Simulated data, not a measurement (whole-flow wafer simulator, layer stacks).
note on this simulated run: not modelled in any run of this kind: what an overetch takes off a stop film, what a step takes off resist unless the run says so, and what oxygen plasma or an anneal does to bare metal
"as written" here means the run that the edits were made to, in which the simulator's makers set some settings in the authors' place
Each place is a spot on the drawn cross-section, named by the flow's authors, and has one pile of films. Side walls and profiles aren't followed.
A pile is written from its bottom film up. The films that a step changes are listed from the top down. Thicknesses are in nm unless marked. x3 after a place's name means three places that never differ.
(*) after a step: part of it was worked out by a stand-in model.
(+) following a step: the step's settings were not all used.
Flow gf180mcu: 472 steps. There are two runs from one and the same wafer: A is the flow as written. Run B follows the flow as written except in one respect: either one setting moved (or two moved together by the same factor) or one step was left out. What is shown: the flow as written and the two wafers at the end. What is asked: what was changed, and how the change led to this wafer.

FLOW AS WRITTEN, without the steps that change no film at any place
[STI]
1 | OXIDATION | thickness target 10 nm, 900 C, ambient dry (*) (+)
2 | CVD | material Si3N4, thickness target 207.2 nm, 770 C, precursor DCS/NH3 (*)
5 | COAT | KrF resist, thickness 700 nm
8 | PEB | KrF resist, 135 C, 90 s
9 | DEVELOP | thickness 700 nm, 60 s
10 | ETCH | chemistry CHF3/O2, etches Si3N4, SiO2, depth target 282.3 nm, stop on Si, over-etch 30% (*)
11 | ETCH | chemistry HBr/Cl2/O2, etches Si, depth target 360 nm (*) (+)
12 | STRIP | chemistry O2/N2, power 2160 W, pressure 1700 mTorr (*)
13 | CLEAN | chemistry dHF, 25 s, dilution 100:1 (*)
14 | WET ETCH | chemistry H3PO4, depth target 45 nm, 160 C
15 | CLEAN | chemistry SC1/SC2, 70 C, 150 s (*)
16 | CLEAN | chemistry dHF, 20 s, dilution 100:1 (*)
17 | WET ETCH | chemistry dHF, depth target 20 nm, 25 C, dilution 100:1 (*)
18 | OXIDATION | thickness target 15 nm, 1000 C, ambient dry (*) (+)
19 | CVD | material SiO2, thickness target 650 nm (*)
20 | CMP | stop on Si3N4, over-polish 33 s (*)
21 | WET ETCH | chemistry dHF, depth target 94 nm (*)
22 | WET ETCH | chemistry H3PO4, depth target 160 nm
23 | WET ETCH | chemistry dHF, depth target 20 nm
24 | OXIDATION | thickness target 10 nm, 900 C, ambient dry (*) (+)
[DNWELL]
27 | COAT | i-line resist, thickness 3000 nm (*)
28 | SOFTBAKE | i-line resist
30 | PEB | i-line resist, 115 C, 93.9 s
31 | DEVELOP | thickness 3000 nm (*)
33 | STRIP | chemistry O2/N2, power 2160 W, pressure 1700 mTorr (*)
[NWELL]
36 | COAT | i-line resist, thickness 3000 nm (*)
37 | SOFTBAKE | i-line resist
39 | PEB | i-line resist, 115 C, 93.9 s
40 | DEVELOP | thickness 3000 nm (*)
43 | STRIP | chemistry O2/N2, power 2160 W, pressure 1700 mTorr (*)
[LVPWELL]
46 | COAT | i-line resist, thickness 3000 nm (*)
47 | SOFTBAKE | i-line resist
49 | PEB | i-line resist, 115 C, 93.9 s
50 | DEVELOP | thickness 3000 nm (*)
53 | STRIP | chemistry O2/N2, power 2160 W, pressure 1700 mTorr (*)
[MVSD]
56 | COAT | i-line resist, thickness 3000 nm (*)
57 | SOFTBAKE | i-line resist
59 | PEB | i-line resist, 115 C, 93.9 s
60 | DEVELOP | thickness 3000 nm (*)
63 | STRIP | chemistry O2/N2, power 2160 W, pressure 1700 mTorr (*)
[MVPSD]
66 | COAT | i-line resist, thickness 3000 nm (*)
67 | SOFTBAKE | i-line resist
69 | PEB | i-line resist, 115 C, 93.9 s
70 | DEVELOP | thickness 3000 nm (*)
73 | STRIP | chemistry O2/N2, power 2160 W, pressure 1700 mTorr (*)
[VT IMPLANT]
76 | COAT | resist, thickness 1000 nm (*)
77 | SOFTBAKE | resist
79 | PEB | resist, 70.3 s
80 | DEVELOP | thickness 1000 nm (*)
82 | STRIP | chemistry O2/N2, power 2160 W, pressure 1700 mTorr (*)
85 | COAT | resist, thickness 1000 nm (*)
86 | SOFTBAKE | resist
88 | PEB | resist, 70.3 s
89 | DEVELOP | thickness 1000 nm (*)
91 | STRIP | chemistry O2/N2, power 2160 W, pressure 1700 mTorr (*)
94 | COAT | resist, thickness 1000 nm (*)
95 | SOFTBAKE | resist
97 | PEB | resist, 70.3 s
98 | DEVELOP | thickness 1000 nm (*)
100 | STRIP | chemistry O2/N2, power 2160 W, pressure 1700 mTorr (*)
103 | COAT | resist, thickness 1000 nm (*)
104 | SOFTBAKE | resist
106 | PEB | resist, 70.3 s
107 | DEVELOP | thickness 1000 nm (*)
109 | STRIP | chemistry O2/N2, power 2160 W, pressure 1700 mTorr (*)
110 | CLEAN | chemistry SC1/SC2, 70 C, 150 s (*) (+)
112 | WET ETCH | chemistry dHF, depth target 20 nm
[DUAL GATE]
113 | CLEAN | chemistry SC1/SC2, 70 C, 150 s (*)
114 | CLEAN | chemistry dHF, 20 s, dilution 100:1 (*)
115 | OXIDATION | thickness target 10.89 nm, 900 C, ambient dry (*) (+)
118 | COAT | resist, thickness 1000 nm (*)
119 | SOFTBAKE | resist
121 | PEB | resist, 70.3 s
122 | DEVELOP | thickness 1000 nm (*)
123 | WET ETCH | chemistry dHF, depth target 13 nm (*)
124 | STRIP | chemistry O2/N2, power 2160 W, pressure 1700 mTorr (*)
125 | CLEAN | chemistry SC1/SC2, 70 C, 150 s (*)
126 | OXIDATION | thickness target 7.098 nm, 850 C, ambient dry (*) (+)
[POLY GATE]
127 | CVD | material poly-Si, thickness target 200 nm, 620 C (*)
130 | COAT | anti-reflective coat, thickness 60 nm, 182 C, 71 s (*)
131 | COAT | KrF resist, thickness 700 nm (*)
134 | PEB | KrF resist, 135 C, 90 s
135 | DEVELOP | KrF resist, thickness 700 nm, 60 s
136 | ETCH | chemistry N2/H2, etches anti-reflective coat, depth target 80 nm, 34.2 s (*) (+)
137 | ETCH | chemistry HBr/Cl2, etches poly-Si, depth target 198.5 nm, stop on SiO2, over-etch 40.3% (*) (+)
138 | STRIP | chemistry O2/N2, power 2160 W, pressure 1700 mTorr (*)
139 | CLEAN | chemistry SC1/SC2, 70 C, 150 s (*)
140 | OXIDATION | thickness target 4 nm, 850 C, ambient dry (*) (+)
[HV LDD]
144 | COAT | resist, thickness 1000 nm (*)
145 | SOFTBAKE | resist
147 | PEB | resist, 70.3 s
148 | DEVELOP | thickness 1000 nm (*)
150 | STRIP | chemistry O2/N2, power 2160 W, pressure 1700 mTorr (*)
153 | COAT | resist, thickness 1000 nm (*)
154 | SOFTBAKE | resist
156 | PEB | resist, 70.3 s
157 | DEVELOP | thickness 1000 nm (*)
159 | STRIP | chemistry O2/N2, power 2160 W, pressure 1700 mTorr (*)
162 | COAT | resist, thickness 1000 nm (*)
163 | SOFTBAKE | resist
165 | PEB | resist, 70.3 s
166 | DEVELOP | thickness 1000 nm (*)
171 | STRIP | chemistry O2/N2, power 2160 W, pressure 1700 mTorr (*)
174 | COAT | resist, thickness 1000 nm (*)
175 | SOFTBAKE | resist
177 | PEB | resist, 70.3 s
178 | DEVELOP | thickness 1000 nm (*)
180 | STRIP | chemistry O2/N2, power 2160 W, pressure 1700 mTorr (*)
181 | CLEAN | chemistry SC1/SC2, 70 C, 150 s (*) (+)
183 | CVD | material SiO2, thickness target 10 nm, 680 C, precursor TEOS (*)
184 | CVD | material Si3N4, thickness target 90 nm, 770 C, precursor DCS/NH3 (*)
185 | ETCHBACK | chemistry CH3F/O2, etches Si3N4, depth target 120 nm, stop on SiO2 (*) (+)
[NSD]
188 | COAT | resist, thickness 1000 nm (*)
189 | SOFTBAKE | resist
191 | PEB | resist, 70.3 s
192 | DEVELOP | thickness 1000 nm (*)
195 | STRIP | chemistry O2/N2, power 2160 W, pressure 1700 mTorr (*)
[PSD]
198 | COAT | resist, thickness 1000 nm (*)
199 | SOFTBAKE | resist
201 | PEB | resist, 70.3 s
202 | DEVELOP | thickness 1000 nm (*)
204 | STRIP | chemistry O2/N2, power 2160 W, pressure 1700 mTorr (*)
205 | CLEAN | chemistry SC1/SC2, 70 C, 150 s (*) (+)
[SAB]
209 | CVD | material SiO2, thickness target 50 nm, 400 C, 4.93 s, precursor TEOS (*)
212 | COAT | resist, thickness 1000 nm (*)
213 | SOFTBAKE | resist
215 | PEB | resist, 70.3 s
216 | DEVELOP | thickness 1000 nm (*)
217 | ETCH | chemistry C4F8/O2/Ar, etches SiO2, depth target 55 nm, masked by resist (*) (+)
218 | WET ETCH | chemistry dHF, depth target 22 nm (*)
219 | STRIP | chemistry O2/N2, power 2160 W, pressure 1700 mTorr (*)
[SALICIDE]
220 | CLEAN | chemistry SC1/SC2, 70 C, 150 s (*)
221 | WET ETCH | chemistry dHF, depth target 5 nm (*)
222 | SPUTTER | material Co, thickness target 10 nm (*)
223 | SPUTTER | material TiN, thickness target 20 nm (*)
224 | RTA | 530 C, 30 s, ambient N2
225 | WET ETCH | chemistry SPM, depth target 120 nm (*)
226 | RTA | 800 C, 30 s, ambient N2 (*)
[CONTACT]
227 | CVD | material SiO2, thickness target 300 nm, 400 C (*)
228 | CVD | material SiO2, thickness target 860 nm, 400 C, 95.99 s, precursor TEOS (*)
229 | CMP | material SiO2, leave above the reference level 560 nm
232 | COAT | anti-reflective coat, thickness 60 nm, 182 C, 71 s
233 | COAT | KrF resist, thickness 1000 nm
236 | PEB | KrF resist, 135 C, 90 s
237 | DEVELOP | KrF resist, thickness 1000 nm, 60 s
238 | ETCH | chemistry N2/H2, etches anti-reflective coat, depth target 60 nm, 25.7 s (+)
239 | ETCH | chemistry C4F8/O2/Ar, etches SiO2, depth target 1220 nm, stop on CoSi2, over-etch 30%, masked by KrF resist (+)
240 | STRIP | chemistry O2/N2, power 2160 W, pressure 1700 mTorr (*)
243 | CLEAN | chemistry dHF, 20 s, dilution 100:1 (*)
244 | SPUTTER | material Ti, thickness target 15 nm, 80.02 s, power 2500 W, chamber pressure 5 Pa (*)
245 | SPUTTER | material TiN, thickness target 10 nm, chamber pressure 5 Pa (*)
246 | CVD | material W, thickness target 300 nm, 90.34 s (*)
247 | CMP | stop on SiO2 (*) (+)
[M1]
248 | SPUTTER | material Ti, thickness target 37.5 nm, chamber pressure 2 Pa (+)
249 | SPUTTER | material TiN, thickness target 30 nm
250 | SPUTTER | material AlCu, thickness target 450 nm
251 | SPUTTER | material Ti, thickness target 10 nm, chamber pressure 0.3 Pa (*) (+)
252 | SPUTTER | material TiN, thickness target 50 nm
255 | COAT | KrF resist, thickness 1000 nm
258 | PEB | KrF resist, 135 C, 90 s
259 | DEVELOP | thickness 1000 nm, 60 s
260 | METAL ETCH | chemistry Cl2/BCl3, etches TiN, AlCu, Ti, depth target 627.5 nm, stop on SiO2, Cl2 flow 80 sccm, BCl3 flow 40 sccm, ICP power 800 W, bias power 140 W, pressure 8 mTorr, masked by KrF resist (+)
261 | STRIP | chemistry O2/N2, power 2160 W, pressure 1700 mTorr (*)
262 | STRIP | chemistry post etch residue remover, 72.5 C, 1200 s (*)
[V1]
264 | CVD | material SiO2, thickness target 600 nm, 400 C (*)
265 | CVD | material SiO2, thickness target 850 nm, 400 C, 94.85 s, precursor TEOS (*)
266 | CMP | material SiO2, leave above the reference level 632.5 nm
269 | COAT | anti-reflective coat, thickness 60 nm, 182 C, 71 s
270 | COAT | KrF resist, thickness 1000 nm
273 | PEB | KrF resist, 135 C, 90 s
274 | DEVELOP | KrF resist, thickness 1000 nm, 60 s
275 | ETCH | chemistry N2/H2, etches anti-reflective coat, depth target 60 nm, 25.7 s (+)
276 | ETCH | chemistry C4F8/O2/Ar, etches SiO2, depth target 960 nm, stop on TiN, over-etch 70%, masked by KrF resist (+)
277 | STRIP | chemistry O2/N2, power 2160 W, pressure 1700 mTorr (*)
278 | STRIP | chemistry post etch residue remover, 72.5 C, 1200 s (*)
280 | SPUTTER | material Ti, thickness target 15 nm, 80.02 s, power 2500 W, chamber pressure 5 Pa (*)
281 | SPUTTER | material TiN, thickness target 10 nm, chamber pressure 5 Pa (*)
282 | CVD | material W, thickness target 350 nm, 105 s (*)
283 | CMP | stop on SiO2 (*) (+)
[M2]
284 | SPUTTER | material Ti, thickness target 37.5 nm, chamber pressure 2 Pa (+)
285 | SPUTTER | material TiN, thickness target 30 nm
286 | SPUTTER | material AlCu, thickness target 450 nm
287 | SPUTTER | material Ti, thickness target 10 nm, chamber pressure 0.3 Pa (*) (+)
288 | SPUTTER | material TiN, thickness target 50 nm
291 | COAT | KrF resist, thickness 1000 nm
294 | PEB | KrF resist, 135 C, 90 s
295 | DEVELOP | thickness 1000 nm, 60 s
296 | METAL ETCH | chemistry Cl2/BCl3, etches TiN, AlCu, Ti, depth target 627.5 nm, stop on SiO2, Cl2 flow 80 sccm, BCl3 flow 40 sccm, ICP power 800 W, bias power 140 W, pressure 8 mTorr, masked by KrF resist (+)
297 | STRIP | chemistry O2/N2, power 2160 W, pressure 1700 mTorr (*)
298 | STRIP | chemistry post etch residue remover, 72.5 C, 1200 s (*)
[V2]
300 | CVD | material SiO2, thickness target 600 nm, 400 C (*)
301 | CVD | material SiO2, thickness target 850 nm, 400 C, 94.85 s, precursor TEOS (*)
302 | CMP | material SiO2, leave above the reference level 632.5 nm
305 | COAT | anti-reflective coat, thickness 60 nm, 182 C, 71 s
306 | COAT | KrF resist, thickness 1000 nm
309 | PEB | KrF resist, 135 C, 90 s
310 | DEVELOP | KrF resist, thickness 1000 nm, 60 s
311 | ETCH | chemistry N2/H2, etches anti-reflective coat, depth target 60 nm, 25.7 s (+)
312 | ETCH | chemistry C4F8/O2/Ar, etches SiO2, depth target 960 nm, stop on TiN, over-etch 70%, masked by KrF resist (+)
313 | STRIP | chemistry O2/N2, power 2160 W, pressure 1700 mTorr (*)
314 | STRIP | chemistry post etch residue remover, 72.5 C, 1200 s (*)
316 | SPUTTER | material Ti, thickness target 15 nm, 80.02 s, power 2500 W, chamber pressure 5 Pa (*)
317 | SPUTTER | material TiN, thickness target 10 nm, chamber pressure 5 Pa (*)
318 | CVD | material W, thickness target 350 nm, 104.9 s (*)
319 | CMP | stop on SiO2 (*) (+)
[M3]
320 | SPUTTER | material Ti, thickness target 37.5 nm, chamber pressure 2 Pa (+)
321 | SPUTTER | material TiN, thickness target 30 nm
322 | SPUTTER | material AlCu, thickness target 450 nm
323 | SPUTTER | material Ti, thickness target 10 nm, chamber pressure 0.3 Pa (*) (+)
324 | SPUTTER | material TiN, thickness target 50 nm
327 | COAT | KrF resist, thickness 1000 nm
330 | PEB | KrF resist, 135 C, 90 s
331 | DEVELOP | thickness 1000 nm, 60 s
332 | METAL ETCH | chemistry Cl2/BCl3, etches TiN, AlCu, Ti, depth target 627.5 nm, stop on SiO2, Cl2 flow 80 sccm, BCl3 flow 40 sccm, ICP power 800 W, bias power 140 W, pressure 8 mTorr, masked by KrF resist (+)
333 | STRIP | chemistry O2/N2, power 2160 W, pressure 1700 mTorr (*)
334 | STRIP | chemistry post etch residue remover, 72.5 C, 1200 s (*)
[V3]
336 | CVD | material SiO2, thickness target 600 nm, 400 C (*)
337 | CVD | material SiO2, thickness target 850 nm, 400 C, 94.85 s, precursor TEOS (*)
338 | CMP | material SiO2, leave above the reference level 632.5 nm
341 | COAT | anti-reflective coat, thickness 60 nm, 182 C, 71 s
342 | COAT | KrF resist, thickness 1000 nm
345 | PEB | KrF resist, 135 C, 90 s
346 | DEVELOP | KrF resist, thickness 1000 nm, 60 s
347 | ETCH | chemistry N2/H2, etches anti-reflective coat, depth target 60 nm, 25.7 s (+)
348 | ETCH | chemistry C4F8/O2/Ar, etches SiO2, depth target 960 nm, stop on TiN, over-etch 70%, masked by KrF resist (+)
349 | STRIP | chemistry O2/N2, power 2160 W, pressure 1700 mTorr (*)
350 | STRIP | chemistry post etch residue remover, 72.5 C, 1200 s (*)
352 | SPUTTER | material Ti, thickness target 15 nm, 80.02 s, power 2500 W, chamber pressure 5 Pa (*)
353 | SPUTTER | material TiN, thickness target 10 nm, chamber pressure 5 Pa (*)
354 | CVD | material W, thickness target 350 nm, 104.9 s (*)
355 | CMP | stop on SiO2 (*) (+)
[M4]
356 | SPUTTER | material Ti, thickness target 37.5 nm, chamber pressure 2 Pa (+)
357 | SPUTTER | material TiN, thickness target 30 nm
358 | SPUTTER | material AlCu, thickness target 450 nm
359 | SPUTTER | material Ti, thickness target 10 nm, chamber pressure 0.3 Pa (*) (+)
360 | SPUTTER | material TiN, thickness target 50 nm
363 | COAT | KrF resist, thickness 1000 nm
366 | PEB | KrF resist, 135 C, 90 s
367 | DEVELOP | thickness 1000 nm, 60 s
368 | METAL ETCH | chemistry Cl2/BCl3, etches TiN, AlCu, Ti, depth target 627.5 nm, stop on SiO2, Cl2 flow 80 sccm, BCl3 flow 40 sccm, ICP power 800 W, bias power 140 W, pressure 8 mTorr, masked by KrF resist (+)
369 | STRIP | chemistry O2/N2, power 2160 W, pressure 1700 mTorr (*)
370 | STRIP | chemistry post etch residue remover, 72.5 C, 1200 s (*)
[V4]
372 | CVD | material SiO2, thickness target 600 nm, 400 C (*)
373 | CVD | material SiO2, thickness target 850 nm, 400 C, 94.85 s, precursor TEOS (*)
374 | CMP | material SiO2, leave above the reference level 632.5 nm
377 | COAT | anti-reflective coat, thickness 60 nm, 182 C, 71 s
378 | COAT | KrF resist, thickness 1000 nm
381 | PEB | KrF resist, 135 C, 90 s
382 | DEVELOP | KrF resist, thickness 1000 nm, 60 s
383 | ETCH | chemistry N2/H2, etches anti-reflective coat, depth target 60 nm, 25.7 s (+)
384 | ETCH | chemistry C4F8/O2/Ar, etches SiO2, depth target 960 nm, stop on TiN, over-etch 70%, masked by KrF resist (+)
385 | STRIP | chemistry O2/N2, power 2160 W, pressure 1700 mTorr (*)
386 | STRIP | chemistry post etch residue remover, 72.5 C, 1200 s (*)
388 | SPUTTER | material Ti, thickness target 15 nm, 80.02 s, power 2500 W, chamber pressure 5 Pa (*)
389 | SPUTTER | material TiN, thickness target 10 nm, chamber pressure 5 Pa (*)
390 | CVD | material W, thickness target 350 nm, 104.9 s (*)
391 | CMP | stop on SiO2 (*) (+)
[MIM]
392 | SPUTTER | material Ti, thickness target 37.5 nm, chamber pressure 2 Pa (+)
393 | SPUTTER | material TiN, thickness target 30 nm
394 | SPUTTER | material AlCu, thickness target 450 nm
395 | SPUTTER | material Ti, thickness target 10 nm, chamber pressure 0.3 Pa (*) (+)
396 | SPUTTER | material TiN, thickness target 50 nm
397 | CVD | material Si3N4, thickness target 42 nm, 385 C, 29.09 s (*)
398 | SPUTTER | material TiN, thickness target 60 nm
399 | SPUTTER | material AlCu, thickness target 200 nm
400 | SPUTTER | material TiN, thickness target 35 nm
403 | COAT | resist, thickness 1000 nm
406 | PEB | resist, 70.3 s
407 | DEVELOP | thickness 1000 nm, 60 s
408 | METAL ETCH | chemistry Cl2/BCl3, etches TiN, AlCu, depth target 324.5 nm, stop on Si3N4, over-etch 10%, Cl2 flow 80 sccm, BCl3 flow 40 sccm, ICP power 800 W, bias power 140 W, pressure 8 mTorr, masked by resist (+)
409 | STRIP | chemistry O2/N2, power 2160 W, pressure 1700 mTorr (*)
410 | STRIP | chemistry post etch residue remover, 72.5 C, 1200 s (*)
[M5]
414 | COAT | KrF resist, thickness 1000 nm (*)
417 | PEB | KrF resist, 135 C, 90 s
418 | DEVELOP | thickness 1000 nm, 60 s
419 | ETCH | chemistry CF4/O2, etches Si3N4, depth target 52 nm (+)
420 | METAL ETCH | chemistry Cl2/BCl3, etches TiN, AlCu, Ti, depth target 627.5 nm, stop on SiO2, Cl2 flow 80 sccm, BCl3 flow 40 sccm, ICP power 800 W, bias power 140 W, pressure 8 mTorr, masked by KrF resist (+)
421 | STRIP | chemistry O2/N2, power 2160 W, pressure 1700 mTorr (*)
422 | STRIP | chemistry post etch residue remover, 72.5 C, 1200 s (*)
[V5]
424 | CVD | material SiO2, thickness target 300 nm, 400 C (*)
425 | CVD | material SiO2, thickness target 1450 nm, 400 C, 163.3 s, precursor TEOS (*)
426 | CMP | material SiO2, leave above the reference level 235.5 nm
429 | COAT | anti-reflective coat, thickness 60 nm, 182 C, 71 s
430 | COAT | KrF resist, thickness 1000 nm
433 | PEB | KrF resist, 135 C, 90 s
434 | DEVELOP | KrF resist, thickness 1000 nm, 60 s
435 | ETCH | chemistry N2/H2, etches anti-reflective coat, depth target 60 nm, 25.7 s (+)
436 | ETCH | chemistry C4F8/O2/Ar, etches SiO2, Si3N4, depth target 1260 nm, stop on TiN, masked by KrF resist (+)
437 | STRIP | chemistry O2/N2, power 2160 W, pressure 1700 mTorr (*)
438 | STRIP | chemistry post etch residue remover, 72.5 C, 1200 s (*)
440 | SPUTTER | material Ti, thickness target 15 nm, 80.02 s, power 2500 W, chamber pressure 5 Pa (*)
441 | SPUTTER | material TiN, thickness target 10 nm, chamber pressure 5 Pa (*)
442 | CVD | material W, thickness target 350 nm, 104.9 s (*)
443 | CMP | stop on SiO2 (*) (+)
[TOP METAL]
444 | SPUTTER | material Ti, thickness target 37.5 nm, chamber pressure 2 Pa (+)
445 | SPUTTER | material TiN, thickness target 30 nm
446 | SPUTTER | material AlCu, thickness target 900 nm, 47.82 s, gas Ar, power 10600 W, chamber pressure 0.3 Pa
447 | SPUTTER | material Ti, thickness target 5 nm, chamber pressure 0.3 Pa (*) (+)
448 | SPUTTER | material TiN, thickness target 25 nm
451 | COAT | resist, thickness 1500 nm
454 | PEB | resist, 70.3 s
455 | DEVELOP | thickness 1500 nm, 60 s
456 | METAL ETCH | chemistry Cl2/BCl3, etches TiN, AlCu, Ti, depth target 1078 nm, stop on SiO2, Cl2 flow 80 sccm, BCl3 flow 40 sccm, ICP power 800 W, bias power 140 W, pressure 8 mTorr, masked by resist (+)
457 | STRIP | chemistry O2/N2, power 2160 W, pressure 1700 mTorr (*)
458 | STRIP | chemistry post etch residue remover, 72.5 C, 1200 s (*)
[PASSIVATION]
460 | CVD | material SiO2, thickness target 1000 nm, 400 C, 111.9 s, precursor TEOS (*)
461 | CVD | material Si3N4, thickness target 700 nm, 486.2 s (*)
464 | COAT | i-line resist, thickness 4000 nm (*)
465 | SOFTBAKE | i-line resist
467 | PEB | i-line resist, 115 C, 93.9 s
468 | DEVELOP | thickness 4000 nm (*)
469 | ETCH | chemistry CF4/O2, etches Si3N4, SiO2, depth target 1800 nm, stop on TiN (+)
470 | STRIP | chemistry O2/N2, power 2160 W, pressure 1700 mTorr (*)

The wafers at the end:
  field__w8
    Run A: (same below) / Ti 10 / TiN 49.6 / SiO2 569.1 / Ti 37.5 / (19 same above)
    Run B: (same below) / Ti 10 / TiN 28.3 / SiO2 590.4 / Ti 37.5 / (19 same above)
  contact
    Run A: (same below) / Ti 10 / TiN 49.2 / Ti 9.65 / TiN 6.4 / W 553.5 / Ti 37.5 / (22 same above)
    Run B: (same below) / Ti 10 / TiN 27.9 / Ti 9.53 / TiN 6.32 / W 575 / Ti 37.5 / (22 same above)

Cause: step 324, SPUTTER: thickness target 28.7 nm was run, while the flow as written has thickness target 50 nm.

The path from the change to this, step by step:
  324 | SPUTTER | material TiN, thickness target 50 nm
      field, field__w1, field__w2 and 108 more: A TiN gains 50 (new film) | B TiN gains 28.7 (new film)
  332 | METAL ETCH | chemistry Cl2/BCl3, etches TiN, AlCu, Ti, depth target 627.5 nm, stop on SiO2, Cl2 flow 80 sccm, BCl3 flow 40 sccm, ICP power 800 W, bias power 140 W, pressure 8 mTorr, masked by KrF resist (+)
      field, field__w1, field__w2 and 103 more: A TiN loses 50 (all of it), Ti loses 10 (all of it), AlCu loses 450 (all of it), TiN loses 30 (all of it), Ti loses 37.5 (all of it) | B TiN loses 28.7 (all of it), Ti loses 10 (all of it), AlCu loses 450 (all of it), TiN loses 30 (all of it), Ti loses 37.5 (all of it)
  338 | CMP | material SiO2, leave above the reference level 632.5 nm
      field__w8, contact, m1, m1__w1, m1_nw: A SiO2 loses 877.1 | B SiO2 loses 855.8
  348 | ETCH | chemistry C4F8/O2/Ar, etches SiO2, depth target 960 nm, stop on TiN, over-etch 70%, masked by KrF resist (+)
      contact: A SiO2 loses 572.5 (all of it) | B SiO2 loses 593.8 (all of it)
  354 | CVD | material W, thickness target 350 nm, 104.9 s (*)
      contact: A W gains 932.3 (new film) | B W gains 953.8 (new film)
